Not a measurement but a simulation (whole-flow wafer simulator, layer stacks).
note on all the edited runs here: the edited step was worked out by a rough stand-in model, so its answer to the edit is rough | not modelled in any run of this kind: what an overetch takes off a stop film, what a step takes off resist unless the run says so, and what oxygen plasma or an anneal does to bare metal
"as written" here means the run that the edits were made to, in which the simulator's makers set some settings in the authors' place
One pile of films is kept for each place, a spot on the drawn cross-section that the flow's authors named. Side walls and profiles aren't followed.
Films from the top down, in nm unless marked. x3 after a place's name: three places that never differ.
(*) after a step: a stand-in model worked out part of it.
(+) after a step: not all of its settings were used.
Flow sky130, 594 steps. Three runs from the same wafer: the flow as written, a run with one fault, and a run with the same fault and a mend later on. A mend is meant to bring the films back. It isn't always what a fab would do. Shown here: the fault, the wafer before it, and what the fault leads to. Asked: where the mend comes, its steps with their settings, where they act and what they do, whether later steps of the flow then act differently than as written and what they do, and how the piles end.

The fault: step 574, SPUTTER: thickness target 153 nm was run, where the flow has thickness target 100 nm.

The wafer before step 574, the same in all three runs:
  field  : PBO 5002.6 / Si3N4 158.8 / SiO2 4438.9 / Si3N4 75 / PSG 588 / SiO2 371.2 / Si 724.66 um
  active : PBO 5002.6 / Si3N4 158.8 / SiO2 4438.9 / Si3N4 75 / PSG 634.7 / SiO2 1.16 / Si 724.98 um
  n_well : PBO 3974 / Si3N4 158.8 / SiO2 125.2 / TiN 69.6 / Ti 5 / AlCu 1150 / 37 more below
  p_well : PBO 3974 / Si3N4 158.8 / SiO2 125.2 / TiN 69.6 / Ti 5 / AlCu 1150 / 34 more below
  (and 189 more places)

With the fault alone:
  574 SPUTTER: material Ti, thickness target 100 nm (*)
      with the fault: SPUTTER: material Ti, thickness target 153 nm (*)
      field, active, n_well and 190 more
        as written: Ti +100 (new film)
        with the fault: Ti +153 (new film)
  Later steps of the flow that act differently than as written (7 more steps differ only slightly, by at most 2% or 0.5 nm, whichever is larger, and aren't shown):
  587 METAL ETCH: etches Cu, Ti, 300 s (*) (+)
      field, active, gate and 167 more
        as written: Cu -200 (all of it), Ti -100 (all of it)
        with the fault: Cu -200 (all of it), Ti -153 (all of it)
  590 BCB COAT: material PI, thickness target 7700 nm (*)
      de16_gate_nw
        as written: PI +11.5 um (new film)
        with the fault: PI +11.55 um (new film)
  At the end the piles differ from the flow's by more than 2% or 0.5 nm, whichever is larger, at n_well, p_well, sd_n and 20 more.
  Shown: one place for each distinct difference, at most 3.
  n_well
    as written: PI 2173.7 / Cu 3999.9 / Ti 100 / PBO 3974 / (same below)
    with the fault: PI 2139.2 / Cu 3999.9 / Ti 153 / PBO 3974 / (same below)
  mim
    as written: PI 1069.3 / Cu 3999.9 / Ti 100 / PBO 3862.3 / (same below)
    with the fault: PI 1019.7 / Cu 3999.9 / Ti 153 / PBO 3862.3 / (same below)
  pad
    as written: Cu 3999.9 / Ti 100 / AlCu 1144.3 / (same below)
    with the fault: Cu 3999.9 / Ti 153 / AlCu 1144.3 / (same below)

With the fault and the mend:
  The mend comes after step 574.
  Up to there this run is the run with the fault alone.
  574a ETCH: chemistry CF4/O2, etches Si3N4, SiO2, TiN, Ti, depth target 53 nm (the flow's step 554 once more, with other settings)
      field, active, n_well and 190 more
        Ti -53
  No later step of the flow acts differently than as written, at any place that is followed, by more than 2% or 0.5 nm, whichever is larger.
  At the end the piles are the same as the flow's at every place that both follow.
